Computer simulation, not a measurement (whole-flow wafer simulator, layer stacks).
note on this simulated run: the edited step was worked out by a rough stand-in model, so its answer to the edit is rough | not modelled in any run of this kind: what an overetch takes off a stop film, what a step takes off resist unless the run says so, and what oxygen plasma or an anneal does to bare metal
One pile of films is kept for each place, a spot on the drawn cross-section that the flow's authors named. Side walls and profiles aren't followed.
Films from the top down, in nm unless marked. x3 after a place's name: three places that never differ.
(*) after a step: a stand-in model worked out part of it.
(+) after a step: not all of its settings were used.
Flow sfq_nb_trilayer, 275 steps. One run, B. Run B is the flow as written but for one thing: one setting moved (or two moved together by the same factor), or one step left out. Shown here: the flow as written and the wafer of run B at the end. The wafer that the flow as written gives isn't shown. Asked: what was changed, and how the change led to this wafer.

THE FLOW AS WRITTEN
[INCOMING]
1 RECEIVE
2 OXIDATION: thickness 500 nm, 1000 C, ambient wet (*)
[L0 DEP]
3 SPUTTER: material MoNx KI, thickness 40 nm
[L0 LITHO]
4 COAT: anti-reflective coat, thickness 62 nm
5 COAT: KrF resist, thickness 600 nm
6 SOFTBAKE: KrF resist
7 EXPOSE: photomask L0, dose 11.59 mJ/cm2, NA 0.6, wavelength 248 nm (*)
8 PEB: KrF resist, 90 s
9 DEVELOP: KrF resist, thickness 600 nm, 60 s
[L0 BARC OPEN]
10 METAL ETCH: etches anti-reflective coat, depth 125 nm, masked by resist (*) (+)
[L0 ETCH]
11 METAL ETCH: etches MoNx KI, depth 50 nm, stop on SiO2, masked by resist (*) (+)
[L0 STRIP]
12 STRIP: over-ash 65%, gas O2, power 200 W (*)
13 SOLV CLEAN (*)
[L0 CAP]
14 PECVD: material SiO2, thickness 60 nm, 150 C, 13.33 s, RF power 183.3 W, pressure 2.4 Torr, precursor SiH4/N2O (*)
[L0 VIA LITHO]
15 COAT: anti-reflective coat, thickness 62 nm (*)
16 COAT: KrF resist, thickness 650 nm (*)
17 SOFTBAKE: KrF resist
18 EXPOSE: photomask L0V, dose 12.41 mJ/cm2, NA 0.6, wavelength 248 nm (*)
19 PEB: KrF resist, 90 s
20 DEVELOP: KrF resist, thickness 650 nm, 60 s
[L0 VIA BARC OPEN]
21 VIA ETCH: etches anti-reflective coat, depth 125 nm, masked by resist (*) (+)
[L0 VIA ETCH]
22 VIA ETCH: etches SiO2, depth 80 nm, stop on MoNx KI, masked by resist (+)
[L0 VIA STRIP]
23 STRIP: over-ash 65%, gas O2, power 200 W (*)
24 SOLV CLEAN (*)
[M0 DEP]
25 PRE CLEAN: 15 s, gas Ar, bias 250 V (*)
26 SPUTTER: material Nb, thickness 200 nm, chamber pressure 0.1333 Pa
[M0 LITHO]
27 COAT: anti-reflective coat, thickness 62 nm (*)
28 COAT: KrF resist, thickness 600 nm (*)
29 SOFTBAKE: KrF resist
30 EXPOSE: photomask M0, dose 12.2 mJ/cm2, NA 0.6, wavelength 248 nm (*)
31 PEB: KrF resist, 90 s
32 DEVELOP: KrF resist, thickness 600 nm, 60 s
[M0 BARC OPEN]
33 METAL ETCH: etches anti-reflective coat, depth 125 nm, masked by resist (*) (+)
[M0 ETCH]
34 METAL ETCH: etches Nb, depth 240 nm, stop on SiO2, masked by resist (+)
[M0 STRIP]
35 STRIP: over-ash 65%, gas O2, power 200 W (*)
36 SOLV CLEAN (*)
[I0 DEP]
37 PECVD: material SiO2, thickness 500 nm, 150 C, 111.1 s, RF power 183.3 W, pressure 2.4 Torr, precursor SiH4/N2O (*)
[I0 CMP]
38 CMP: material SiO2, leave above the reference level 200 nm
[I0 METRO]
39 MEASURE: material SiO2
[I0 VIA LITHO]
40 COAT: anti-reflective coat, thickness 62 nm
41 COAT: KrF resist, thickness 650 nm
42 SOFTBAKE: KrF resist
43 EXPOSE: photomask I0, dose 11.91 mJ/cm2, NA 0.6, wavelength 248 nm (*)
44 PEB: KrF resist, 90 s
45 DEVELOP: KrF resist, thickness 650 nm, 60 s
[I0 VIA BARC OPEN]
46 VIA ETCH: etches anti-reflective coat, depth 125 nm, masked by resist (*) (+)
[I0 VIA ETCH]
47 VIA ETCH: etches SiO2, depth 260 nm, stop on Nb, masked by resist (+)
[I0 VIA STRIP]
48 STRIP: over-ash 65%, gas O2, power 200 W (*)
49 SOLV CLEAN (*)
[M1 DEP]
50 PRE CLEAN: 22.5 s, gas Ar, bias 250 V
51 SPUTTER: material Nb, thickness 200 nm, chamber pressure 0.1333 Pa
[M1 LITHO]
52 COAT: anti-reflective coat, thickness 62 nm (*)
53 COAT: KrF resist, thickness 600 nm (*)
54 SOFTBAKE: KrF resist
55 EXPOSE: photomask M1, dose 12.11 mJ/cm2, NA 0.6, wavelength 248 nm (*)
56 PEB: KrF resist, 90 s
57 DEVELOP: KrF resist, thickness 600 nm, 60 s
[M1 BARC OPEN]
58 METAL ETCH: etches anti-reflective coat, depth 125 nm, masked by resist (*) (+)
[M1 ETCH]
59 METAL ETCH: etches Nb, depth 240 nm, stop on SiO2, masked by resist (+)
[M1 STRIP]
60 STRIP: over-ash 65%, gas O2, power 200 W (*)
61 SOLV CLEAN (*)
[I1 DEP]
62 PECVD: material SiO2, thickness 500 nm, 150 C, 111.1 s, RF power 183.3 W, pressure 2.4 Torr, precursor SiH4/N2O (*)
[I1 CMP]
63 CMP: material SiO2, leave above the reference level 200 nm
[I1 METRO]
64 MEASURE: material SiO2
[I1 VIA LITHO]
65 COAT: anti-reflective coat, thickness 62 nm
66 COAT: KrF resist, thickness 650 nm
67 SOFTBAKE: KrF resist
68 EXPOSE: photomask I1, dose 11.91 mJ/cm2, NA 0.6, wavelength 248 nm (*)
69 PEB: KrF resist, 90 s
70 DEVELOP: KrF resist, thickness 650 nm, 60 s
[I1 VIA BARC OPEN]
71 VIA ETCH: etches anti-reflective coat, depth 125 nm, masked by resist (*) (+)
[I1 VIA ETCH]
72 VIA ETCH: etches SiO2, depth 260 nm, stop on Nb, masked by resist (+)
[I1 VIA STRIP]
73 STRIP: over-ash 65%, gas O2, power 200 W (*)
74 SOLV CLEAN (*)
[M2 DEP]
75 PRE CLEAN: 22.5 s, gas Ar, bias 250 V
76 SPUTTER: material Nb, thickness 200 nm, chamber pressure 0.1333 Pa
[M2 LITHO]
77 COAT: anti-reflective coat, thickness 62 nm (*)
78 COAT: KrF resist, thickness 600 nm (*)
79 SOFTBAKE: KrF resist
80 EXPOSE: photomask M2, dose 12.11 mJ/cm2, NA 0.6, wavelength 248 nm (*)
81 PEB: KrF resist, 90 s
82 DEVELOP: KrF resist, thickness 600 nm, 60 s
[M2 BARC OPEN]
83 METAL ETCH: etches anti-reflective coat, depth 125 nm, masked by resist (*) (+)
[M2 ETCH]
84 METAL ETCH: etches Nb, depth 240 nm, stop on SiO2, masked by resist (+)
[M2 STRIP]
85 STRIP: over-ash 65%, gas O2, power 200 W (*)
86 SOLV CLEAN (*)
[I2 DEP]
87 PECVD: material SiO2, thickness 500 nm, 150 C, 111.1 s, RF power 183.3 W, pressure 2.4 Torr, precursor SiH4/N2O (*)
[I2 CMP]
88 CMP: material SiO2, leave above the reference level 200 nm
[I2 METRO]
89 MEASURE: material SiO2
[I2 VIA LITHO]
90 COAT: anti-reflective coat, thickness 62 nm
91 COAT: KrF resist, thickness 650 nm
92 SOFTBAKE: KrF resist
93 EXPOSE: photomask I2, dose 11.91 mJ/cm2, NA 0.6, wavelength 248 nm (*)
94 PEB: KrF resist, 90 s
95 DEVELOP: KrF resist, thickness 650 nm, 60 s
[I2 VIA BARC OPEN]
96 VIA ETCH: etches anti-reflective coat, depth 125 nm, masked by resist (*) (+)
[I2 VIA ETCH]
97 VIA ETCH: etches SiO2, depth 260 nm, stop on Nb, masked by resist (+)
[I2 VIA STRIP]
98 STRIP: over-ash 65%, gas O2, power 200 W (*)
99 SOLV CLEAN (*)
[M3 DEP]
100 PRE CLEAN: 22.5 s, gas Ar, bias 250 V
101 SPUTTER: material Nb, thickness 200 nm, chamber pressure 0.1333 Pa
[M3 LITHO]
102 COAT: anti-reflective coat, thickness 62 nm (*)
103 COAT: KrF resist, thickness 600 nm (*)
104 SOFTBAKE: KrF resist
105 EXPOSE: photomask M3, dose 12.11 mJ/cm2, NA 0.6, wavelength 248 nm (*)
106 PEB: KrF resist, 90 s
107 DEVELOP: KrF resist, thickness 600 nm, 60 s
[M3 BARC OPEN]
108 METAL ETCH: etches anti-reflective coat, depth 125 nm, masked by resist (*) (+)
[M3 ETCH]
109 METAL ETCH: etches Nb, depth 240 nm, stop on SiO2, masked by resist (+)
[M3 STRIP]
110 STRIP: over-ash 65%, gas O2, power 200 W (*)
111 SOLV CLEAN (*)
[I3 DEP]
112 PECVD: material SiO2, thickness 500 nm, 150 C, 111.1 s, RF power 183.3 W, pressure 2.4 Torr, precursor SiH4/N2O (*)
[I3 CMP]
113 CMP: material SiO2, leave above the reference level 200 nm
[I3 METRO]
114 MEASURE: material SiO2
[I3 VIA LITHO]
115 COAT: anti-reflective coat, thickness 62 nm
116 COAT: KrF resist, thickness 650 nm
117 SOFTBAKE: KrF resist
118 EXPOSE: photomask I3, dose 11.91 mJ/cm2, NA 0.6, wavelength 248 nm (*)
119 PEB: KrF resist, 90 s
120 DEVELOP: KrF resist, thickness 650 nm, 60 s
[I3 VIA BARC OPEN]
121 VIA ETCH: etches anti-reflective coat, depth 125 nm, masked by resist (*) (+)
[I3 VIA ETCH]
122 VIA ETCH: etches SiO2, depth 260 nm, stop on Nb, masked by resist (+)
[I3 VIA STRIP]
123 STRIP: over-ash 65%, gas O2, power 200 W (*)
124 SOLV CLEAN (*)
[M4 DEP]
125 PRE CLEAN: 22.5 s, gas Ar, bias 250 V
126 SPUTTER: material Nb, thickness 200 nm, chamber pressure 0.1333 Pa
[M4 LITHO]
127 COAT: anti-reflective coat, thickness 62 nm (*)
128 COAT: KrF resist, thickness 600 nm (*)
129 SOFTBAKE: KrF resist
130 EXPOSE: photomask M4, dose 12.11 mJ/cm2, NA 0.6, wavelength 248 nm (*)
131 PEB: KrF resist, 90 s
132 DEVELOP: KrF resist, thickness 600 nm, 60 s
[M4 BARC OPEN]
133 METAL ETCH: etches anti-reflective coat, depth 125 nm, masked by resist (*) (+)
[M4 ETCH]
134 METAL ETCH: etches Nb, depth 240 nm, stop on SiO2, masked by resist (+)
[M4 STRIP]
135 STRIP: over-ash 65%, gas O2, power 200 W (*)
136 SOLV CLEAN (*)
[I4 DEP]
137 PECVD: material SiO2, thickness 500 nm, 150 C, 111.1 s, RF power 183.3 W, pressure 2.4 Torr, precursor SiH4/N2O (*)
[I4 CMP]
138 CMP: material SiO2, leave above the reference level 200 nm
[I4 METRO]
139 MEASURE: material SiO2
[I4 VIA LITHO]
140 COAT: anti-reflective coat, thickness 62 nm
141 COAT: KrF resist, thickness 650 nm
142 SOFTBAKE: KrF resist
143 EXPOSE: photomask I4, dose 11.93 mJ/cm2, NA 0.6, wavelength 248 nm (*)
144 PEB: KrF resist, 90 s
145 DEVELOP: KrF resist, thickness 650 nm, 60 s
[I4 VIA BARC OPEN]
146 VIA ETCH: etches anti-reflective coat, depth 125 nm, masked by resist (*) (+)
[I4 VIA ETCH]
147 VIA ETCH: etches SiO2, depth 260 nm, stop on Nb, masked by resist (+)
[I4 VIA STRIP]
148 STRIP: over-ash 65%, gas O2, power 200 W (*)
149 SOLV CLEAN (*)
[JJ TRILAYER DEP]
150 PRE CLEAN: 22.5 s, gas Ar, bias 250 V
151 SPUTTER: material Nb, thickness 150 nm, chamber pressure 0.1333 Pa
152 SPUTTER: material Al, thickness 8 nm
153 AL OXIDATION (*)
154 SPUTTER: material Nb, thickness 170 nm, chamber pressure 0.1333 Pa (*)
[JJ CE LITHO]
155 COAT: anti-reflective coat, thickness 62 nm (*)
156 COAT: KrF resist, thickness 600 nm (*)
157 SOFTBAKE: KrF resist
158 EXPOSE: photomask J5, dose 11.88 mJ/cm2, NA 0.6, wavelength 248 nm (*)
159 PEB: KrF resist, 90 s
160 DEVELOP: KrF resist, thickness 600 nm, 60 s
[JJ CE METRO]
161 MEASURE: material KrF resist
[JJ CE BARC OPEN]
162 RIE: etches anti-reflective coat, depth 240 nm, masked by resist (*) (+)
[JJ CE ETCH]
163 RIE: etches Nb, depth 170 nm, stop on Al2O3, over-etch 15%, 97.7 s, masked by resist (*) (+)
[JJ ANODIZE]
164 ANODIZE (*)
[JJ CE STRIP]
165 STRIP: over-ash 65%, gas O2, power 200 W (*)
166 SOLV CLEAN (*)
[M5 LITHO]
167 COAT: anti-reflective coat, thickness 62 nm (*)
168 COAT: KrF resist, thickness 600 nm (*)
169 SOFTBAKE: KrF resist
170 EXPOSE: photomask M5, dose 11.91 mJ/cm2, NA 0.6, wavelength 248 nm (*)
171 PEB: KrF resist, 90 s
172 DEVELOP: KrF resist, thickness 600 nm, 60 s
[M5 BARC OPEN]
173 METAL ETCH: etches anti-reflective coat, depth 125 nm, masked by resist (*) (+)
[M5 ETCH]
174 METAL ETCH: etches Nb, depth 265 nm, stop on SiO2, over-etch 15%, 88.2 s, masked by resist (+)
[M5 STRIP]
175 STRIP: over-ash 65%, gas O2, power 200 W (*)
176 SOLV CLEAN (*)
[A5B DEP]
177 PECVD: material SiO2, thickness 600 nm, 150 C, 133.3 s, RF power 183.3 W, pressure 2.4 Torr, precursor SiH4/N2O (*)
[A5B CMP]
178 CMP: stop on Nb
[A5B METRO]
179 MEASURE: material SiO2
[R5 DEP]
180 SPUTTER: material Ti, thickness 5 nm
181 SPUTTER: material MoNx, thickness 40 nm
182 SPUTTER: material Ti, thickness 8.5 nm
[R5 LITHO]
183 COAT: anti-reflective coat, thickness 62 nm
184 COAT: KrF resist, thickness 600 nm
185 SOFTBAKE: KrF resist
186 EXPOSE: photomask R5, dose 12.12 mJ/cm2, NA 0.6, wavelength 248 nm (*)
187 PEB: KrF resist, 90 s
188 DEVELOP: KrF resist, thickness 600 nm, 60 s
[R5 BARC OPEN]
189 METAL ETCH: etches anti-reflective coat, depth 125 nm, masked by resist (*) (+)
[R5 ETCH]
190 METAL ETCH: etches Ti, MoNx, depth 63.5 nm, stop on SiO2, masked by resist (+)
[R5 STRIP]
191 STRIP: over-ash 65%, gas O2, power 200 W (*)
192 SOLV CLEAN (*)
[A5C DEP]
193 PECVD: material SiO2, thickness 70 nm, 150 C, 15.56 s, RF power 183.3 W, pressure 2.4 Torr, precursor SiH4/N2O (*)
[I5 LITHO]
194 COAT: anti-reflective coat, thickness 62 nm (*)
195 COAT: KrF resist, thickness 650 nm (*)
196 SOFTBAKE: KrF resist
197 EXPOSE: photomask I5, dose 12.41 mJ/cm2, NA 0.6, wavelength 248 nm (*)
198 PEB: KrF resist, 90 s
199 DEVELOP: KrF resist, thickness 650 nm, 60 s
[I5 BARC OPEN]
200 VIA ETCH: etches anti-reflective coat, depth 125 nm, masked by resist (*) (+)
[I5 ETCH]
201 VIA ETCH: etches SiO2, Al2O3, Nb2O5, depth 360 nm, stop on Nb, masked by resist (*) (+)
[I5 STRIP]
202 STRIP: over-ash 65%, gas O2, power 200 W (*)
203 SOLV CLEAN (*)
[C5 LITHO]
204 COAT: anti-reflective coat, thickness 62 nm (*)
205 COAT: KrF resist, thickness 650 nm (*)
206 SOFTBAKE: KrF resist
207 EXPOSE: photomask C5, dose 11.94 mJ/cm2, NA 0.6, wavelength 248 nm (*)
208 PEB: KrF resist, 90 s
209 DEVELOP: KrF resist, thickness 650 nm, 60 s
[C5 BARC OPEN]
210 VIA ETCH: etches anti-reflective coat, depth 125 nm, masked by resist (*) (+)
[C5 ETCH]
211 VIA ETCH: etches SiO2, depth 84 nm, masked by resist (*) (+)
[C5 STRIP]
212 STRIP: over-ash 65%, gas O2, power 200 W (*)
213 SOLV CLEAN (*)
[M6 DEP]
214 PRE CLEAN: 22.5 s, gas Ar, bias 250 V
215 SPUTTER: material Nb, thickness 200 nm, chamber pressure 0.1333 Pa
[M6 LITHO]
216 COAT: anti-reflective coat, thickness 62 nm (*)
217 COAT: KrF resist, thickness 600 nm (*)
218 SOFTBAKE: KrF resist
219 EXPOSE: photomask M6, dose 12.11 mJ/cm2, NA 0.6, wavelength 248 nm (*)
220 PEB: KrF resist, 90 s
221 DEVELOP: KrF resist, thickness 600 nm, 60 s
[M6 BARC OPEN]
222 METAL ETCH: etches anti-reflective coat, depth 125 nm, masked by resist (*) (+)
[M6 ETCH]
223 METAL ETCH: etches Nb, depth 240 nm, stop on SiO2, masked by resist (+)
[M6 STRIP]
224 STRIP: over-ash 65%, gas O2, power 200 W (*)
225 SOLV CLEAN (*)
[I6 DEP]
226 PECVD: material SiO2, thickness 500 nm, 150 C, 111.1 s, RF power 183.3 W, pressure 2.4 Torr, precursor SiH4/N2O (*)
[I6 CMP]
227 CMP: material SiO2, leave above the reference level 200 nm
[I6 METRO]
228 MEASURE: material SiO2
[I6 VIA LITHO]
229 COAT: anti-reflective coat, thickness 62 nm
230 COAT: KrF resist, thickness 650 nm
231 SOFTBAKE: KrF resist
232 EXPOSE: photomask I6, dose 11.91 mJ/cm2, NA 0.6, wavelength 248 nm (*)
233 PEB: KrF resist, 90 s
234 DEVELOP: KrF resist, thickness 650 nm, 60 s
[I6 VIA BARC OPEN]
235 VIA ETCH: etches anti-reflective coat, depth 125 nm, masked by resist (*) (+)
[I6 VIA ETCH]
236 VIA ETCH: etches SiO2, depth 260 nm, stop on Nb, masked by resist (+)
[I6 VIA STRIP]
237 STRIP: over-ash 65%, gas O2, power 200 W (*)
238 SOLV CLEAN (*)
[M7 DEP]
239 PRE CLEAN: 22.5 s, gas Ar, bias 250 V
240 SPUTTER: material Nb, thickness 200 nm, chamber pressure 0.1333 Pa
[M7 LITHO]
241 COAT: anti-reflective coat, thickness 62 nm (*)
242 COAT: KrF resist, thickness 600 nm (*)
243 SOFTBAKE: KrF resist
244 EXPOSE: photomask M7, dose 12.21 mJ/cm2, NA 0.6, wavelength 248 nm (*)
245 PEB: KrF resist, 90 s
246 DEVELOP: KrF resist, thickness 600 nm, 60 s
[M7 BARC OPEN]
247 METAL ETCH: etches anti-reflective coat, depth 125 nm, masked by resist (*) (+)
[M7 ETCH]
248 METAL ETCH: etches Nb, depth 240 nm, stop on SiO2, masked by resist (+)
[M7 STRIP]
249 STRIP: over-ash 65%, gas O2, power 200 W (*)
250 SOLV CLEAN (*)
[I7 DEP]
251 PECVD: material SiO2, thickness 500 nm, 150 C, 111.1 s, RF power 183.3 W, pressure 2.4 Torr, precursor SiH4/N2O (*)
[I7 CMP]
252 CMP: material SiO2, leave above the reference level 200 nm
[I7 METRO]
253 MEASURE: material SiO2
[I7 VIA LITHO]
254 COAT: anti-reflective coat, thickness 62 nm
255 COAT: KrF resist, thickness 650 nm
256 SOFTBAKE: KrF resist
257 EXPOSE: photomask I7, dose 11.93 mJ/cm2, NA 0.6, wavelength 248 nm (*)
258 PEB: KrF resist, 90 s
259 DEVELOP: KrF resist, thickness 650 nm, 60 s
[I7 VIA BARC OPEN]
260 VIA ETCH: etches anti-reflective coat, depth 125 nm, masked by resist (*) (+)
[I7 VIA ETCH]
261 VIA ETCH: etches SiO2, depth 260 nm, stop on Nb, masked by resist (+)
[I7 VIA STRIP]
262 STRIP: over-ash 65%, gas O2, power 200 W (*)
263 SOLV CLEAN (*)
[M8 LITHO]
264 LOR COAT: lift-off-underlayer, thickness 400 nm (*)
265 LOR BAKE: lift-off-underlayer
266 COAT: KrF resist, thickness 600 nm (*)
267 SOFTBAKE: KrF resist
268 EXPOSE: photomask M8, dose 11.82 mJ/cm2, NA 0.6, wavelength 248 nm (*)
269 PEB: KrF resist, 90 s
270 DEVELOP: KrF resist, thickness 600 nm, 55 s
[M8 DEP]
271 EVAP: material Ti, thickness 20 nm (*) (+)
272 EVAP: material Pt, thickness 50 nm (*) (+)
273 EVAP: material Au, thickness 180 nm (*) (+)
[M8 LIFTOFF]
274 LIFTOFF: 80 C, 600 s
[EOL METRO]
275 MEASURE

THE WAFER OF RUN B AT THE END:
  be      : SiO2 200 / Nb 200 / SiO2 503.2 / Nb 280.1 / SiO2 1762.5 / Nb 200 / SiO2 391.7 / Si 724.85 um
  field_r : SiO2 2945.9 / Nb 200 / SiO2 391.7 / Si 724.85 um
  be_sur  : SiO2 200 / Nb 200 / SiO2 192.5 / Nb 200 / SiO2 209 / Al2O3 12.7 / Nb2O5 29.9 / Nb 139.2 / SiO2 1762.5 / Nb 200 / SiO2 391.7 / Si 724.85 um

The cause: step 2, OXIDATION: 950 C was run, where the flow has 1000 C.

How the change led to this, step by step:
  2 OXIDATION: thickness 500 nm, 1000 C, ambient wet (*)
      field_l, v_sur, via_wl and 103 more: SiO2 +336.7 (new film), chemical SiO2 -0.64 (all of it), Si -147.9 (as written it would be: SiO2 +500 (new film), chemical SiO2 -0.64 (all of it), Si -219.7)
